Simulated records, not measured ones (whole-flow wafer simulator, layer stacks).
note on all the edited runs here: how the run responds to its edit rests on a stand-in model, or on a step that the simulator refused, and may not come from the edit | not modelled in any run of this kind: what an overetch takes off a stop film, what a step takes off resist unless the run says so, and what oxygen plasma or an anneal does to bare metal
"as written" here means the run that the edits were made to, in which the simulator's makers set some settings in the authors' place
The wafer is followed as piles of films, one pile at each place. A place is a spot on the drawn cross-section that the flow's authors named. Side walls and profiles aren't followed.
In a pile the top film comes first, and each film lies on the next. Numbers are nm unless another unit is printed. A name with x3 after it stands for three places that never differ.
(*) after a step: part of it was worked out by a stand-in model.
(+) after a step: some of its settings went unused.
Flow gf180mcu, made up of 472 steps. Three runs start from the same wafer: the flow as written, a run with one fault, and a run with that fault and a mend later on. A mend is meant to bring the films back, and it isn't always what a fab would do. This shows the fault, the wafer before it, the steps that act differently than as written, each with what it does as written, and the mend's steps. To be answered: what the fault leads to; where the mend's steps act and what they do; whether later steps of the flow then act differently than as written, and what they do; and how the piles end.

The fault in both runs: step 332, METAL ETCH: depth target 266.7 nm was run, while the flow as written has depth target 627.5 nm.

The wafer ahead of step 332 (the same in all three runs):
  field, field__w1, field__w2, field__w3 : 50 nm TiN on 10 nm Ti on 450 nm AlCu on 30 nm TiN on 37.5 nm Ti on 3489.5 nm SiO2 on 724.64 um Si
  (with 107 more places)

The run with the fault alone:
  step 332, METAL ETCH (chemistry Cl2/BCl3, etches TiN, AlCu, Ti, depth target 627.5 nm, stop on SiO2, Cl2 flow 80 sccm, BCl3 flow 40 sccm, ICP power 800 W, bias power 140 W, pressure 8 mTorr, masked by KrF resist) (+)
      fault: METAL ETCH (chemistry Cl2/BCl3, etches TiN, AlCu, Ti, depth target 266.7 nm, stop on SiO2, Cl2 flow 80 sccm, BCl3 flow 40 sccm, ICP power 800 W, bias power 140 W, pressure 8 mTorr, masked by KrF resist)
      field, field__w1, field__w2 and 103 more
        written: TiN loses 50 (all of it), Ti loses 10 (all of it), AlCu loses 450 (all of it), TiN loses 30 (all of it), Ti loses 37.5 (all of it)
        fault: TiN loses 50 (all of it), Ti loses 10 (all of it), AlCu loses 206.7
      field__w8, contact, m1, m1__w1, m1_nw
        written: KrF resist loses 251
        fault: KrF resist loses 106.7
  Steps further on in the flow that do not act as written:
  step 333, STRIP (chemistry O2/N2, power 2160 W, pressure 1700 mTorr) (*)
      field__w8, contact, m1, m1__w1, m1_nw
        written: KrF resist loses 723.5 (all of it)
        fault: KrF resist loses 867.8 (all of it)
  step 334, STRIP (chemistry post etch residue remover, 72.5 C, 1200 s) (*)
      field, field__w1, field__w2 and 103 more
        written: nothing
        fault: AlCu loses 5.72
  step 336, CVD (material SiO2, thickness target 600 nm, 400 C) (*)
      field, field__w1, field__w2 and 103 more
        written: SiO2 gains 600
        fault: SiO2 gains 600 (new film)
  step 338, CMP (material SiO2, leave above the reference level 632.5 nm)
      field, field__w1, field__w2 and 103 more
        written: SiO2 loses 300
        fault: SiO2 loses 605.1
  The piles end different from the flow's at field, field__w1, field__w2 and 104 more by more than 2% or 0.5 nm, whichever is larger.
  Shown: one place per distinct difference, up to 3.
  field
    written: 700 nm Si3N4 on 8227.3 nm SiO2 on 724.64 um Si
    fault: 700 nm Si3N4 on 4432.7 nm SiO2 on 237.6 nm AlCu on 30 nm TiN on 37.5 nm Ti on 3489.5 nm SiO2 on 724.64 um Si
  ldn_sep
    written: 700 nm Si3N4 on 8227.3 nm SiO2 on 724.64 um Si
    fault: 700 nm Si3N4 on 4432.7 nm SiO2 on 237.6 nm AlCu on 30 nm TiN on 37.5 nm Ti on 3489.4 nm SiO2 on 724.64 um Si
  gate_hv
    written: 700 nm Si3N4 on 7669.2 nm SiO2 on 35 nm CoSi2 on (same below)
    fault: 700 nm Si3N4 on 4432.7 nm SiO2 on 237.6 nm AlCu on 30 nm TiN on 37.5 nm Ti on 2931.3 nm SiO2 on 35 nm CoSi2 on (same below)

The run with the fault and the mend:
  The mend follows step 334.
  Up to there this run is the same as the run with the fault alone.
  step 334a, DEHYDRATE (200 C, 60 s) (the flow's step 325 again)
      alters no film at any place that is followed
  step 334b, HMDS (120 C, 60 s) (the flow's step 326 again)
      alters no film at any place that is followed
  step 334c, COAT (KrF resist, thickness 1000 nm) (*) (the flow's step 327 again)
      iso_ptap_pw, iso_ntap_nw, iso_nw_fld and 33 more
        KrF resist gains 1000 (new film)
      field_sub__w2, field_sub__w4, ld_gate_n and 13 more
        KrF resist gains 1001.7 (new film)
      field__w5, field__w6, field__w9 and 9 more
        KrF resist gains 1001.8 (new film)
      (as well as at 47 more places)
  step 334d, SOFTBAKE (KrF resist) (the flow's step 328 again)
      alters no film at any place that is followed
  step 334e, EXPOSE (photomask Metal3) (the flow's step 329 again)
      alters no film at any place that is followed
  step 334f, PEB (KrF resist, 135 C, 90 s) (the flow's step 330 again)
      field__w1, field__w2, field__w3 and 60 more
        KrF resist loses 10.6
      iso_ptap_pw, iso_ntap_nw, iso_nw_fld and 33 more
        KrF resist loses 10.5
      field__w8, m1
        KrF resist loses 7.23
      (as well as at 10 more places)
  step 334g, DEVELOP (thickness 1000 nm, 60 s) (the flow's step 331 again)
      iso_ptap_pw, iso_ntap_nw, iso_nw_fld and 33 more
        KrF resist loses 989.5 (all of it)
      field__w5, field__w9, field_sub__w3 and 16 more
        KrF resist loses 991.2 (all of it)
      field__w6, field_sub, field_sub__w1 and 10 more
        KrF resist loses 991.3 (all of it)
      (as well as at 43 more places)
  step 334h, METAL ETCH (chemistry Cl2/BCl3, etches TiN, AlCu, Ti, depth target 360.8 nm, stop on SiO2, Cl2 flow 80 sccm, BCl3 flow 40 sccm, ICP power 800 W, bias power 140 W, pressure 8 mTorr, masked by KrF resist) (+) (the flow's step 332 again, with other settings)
      field, field__w1, field__w2 and 103 more
        AlCu loses 237.6 (all of it), TiN loses 30 (all of it), Ti loses 37.5 (all of it)
      field__w8, contact, m1, m1__w1, m1_nw
        KrF resist loses 144.3
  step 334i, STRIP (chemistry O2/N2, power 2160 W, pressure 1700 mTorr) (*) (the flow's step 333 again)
      field__w8
        KrF resist loses 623 (all of it)
      contact
        KrF resist loses 621.5 (all of it)
      m1
        KrF resist loses 622.9 (all of it)
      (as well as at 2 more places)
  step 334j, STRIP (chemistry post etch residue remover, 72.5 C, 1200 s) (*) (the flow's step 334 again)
      field__w8, contact, m1, m1__w1, m1_nw
        TiN loses 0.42
  None of the later steps of the flow differs from how it acts as written, at any place that is followed, by more than 2% or 0.5 nm, whichever is larger.
  When the end is reached, the piles differ only a little from the flow's at the places that both follow, at most by 2% or 0.5 nm, whichever is larger.
